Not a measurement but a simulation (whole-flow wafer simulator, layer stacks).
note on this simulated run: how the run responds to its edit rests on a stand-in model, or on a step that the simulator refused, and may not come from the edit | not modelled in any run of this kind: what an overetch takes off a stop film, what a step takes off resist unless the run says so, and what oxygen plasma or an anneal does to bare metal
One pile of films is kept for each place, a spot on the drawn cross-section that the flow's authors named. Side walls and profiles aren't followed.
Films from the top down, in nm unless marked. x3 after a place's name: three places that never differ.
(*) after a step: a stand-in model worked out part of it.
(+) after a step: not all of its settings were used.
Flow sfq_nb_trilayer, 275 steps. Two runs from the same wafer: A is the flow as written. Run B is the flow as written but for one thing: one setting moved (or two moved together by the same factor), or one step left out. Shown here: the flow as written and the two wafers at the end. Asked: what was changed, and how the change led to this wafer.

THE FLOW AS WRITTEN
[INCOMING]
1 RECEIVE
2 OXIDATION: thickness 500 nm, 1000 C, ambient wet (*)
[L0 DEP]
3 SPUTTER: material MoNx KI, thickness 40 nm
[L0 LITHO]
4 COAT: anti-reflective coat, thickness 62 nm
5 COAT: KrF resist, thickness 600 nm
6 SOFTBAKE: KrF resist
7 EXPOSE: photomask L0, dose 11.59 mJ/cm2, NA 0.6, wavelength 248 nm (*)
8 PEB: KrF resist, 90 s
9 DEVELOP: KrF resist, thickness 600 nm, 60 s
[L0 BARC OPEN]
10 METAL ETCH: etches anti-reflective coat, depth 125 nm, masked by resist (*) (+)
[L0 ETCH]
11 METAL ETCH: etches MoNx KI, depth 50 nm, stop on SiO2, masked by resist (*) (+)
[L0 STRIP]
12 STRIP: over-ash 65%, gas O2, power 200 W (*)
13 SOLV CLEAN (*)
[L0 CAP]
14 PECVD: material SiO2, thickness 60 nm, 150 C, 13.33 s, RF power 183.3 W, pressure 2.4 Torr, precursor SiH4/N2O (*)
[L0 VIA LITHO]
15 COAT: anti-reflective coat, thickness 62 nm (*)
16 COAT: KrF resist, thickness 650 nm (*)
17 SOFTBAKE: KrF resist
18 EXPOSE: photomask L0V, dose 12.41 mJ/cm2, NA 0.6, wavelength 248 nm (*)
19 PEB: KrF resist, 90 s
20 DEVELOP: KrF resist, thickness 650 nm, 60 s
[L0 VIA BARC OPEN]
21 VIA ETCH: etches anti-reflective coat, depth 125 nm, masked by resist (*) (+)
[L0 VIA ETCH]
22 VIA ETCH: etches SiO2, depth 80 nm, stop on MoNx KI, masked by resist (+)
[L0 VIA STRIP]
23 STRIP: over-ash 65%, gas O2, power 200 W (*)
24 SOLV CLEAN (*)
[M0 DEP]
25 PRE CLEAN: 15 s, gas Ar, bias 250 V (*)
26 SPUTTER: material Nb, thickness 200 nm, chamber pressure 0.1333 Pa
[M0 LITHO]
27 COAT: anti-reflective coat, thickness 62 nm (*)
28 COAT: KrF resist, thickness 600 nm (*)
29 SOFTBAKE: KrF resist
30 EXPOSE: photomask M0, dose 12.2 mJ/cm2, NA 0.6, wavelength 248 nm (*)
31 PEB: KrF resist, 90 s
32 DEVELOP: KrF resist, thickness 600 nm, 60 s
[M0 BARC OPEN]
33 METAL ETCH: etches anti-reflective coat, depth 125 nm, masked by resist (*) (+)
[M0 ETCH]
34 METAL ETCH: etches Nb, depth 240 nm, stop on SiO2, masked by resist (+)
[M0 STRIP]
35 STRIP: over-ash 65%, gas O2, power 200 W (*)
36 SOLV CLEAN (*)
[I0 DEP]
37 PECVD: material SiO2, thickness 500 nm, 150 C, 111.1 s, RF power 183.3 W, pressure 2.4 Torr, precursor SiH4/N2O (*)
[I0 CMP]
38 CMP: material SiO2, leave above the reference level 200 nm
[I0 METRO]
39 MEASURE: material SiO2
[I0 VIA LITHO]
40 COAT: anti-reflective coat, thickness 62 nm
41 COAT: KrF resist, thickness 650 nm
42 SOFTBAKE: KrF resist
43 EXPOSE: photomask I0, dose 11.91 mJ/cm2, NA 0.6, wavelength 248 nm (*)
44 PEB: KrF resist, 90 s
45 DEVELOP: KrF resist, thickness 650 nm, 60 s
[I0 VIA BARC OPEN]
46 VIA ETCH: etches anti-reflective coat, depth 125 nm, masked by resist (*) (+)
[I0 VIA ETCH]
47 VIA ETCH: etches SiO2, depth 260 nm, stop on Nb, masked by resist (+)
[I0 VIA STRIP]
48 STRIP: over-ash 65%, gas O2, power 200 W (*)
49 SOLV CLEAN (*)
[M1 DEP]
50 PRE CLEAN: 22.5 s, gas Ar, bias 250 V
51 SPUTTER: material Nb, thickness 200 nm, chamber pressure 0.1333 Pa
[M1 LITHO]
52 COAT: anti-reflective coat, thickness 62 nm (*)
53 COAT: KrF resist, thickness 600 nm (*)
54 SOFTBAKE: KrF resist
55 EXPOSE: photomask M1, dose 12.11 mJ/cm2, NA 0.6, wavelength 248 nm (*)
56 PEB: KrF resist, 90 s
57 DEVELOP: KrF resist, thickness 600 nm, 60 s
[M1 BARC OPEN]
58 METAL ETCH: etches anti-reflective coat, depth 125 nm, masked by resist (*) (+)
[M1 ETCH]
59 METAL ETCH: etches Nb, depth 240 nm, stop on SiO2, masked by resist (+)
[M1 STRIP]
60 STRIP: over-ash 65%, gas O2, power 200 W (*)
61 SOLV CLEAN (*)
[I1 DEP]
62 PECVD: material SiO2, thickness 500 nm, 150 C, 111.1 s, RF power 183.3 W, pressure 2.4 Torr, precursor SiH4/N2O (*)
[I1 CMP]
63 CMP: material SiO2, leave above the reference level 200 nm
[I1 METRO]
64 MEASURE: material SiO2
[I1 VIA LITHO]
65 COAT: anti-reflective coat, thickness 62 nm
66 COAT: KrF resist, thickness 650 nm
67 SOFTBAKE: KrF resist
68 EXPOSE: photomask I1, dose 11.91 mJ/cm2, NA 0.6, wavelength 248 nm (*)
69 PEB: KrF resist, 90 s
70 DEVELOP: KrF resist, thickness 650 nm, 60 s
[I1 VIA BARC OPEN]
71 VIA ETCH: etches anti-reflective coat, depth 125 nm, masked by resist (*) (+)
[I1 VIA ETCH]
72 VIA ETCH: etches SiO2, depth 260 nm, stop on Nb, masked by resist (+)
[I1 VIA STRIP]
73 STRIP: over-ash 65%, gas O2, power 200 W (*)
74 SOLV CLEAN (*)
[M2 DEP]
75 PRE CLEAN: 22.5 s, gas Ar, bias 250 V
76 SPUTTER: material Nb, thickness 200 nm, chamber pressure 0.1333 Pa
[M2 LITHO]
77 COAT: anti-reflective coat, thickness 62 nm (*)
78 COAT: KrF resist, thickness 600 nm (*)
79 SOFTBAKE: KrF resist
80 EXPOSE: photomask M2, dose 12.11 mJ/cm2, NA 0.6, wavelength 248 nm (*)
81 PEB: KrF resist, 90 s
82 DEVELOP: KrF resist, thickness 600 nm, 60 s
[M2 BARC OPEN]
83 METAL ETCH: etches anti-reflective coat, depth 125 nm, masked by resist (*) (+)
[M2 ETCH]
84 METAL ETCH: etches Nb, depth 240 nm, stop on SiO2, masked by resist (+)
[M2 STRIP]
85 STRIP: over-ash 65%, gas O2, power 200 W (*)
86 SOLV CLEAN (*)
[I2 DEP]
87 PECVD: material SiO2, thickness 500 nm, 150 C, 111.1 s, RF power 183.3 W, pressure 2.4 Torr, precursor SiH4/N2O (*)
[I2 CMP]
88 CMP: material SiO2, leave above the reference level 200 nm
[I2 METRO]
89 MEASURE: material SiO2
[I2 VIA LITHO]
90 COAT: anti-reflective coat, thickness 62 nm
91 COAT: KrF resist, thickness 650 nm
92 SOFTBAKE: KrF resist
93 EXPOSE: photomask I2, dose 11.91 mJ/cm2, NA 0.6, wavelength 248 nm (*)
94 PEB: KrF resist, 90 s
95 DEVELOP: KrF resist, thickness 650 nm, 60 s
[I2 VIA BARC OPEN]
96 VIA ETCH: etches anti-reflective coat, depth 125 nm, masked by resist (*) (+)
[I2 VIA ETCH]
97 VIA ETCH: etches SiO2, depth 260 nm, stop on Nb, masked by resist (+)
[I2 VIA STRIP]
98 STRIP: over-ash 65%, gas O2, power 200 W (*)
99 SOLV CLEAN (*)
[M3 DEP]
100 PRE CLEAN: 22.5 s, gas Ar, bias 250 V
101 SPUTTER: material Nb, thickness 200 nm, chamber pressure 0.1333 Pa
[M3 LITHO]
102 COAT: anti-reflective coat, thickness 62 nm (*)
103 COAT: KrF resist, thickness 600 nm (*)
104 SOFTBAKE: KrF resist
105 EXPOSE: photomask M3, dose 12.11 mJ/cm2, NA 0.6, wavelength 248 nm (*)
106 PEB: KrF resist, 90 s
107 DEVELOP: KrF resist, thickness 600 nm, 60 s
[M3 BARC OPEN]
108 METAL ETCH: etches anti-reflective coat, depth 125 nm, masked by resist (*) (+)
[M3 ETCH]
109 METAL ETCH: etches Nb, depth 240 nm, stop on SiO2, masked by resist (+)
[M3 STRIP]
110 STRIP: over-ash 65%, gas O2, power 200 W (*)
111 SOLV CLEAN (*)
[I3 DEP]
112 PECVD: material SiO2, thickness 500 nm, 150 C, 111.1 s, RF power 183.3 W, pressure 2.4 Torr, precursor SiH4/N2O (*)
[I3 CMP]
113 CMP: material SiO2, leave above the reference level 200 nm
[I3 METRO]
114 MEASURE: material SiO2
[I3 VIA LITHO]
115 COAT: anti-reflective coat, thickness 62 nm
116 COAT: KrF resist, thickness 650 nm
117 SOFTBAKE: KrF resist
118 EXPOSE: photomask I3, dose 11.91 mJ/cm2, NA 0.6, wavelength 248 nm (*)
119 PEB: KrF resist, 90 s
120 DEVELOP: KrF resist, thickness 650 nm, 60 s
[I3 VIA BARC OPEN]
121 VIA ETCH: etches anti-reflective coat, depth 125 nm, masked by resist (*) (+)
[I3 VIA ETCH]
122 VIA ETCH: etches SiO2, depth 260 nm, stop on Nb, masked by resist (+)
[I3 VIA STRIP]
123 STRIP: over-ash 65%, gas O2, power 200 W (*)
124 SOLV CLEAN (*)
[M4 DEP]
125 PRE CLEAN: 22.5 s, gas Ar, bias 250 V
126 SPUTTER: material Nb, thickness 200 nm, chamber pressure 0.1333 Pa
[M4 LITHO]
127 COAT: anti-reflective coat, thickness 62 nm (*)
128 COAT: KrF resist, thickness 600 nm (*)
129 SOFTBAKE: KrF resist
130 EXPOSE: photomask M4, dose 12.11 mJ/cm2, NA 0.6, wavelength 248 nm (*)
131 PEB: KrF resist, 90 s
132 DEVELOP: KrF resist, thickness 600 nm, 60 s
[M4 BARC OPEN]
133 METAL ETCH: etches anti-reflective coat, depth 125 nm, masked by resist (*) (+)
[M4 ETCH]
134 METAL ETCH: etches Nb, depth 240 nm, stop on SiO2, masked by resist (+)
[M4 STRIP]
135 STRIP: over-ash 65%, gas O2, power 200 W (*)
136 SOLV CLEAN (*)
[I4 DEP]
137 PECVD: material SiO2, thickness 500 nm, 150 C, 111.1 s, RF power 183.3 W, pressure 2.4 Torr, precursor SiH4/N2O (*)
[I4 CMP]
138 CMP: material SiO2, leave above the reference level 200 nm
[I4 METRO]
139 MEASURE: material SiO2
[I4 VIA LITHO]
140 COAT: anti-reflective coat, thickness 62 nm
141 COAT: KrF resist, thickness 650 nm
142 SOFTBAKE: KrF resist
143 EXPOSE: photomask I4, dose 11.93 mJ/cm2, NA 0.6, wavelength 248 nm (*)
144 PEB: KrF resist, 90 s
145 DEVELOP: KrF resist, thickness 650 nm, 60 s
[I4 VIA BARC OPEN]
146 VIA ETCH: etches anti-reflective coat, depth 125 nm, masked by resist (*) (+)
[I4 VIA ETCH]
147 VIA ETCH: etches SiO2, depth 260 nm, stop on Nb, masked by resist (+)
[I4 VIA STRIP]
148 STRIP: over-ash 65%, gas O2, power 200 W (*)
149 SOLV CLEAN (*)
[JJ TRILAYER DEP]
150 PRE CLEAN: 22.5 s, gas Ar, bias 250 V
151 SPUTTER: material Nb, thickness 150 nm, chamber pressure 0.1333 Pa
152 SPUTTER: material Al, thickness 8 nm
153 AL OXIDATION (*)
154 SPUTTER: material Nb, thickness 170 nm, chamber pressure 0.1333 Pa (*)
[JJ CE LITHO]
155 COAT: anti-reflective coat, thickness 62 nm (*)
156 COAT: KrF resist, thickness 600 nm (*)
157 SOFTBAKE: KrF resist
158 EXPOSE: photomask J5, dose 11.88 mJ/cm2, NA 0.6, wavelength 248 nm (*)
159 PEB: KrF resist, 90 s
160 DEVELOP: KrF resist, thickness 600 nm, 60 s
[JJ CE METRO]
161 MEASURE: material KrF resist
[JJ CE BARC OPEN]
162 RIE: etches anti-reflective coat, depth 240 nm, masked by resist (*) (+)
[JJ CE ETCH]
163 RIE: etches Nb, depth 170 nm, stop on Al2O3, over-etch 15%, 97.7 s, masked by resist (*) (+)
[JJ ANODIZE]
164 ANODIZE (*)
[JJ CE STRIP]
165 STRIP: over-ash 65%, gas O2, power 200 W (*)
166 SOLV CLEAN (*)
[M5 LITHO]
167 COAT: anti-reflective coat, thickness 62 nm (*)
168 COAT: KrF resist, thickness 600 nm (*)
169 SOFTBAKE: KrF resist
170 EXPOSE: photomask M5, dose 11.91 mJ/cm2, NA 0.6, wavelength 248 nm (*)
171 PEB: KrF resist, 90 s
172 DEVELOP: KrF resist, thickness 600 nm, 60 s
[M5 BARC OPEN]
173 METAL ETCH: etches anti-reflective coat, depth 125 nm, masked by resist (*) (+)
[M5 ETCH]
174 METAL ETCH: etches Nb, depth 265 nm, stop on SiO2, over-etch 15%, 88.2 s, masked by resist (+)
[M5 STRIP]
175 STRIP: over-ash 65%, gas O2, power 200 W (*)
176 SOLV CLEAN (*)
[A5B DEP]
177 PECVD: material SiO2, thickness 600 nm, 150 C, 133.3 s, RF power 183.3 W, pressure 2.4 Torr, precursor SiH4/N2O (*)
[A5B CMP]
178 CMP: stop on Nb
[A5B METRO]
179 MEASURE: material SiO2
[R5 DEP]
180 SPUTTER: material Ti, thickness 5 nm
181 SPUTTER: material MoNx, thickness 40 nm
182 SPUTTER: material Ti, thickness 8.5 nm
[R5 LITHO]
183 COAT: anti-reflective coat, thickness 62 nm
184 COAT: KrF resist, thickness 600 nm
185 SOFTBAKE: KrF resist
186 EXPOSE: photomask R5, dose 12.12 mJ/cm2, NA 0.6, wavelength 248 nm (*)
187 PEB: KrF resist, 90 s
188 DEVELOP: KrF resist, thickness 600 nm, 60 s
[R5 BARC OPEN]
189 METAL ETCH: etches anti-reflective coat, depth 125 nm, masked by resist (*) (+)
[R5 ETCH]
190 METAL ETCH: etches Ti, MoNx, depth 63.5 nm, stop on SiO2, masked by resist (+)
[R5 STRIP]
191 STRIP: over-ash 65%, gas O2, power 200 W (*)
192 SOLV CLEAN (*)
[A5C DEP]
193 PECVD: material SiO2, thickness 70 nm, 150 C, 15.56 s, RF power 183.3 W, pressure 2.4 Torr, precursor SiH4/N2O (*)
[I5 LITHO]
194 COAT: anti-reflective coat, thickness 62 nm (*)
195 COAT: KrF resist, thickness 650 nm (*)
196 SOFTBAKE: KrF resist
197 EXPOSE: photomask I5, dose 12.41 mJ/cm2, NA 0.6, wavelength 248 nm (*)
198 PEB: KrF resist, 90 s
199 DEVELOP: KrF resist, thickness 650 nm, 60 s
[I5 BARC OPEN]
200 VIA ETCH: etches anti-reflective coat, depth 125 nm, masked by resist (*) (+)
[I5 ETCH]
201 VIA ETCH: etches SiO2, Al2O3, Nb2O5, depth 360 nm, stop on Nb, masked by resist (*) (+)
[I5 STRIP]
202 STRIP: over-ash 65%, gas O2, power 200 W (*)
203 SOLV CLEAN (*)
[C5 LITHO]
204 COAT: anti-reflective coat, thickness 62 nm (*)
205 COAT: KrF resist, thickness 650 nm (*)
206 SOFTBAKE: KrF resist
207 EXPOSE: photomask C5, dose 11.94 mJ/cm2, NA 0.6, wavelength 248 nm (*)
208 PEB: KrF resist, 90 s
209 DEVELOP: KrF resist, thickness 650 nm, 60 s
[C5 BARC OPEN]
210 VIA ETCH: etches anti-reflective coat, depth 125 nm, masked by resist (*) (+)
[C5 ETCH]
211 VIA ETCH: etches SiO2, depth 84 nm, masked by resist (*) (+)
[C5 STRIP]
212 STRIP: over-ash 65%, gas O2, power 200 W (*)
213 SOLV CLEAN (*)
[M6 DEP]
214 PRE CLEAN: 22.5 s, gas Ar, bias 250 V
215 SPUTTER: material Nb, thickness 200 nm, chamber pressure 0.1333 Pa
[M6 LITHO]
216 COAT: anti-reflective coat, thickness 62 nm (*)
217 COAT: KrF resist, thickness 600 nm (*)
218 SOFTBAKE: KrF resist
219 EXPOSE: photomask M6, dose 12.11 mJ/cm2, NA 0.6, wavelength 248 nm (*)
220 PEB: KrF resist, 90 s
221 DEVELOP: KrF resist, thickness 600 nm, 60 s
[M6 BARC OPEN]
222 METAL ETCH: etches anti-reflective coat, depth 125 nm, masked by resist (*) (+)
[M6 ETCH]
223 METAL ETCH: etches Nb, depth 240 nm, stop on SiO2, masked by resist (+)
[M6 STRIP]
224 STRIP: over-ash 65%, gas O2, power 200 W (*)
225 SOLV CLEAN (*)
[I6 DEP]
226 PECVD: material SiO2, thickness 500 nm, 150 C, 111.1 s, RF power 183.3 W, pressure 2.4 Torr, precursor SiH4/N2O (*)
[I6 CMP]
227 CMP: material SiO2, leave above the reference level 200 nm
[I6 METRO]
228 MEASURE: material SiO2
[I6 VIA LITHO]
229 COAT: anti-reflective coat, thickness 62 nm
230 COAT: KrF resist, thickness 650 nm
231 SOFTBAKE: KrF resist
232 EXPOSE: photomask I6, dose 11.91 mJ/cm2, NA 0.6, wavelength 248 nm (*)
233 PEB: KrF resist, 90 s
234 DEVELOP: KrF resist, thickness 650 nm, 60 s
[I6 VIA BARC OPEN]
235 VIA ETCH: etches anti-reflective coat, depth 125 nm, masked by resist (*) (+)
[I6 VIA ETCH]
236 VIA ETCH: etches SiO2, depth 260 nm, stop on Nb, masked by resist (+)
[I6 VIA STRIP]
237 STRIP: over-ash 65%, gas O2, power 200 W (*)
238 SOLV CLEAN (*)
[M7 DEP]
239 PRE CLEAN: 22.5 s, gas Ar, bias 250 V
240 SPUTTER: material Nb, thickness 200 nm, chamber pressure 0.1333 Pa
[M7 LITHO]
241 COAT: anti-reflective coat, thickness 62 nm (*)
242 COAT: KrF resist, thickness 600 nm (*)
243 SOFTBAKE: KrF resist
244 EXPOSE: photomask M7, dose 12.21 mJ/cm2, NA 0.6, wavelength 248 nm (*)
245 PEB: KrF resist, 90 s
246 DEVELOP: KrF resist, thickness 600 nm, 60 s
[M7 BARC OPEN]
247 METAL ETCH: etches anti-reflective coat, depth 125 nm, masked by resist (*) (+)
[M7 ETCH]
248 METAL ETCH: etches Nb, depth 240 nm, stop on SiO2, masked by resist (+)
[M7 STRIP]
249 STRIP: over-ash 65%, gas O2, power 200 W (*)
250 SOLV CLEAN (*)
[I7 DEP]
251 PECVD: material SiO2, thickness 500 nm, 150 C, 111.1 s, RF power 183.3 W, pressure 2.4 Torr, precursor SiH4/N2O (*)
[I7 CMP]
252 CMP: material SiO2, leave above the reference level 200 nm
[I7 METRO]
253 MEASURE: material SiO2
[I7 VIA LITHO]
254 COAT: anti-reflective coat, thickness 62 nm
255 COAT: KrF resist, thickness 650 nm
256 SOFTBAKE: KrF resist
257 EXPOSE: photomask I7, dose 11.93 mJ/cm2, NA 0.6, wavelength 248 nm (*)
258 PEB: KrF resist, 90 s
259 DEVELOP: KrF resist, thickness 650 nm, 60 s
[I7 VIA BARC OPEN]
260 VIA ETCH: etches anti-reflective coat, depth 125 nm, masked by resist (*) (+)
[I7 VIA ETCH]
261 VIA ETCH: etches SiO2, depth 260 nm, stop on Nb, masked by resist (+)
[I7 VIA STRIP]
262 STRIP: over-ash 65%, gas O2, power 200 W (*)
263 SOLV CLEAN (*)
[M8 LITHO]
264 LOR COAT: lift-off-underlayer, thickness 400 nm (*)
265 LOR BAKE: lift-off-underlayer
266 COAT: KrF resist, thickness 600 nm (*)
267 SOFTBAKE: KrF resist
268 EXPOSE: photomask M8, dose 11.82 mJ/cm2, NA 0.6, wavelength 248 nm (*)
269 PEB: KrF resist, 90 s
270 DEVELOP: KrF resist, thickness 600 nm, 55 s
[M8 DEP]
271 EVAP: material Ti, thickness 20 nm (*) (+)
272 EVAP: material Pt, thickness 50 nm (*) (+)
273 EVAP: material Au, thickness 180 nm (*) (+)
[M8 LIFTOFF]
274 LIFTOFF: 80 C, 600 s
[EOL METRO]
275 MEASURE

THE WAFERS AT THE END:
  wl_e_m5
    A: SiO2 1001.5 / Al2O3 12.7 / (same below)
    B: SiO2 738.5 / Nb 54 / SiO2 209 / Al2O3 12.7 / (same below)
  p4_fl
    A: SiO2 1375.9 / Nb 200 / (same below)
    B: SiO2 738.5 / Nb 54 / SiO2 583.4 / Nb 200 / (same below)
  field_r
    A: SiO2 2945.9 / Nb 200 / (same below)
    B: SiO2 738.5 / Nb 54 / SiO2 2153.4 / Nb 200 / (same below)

The cause: step 223, METAL ETCH: depth 146 nm was run, where the flow has depth 240 nm.

How the change led to this, step by step:
  223 METAL ETCH: etches Nb, depth 240 nm, stop on SiO2, masked by resist (+)
      field_l, gap, moat and 76 more: A Nb -200 (all of it) | B Nb -146
      v_sur, via_wl, via_w and 24 more: A KrF resist -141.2 | B KrF resist -85.9
  224 STRIP: over-ash 65%, gas O2, power 200 W (*)
      wl_j_sl, wl_j_sr: A KrF resist -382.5 (all of it), anti-reflective coat -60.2 (all of it) | B KrF resist -437.8 (all of it), anti-reflective coat -60.2 (all of it)
      wl_c_m6, wl_f_m6: A KrF resist -382.3 (all of it), anti-reflective coat -62 (all of it) | B KrF resist -437.6 (all of it), anti-reflective coat -62 (all of it)
      (and at 23 more places)
  226 PECVD: material SiO2, thickness 500 nm, 150 C, 111.1 s, RF power 183.3 W, pressure 2.4 Torr, precursor SiH4/N2O (*)
      field_l, p4_fl, p4_fm and 62 more: A SiO2 +500 | B SiO2 +500 (new film)
      moat, field_r, lsp_l, ln_m5, lsp_m: A SiO2 +493.6 | B SiO2 +500 (new film)
      (and at 9 more places)
  227 CMP: material SiO2, leave above the reference level 200 nm
      field_l, p4_fl, p4_fm and 59 more: A SiO2 -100 | B SiO2 -154
      moat, field_r, lsp_l, ln_m5, lsp_m: A SiO2 -93.6 | B SiO2 -154
      (and at 8 more places)
Counting metal films that touch as one body, wl_e_m5 has 7 bodies (between them, from the top down: SiO2 209 / Al2O3 12.7 / Nb2O5 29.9; SiO2 192.5; SiO2 192.5; SiO2 192.5; SiO2 192.5; SiO2 192.5); the flow as written gives 6 bodies (between them, from the top down: SiO2 192.5; SiO2 192.5; SiO2 192.5; SiO2 192.5; SiO2 192.5).
Counting metal films that touch as one body, p4_fl has 3 bodies (between them, from the top down: SiO2 583.4; SiO2 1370); the flow as written gives 2 bodies (between them, from the top down: SiO2 1370).
Counting metal films that touch as one body, field_r has 2 bodies (between them, from the top down: SiO2 2153.4); the flow as written gives 1 body.
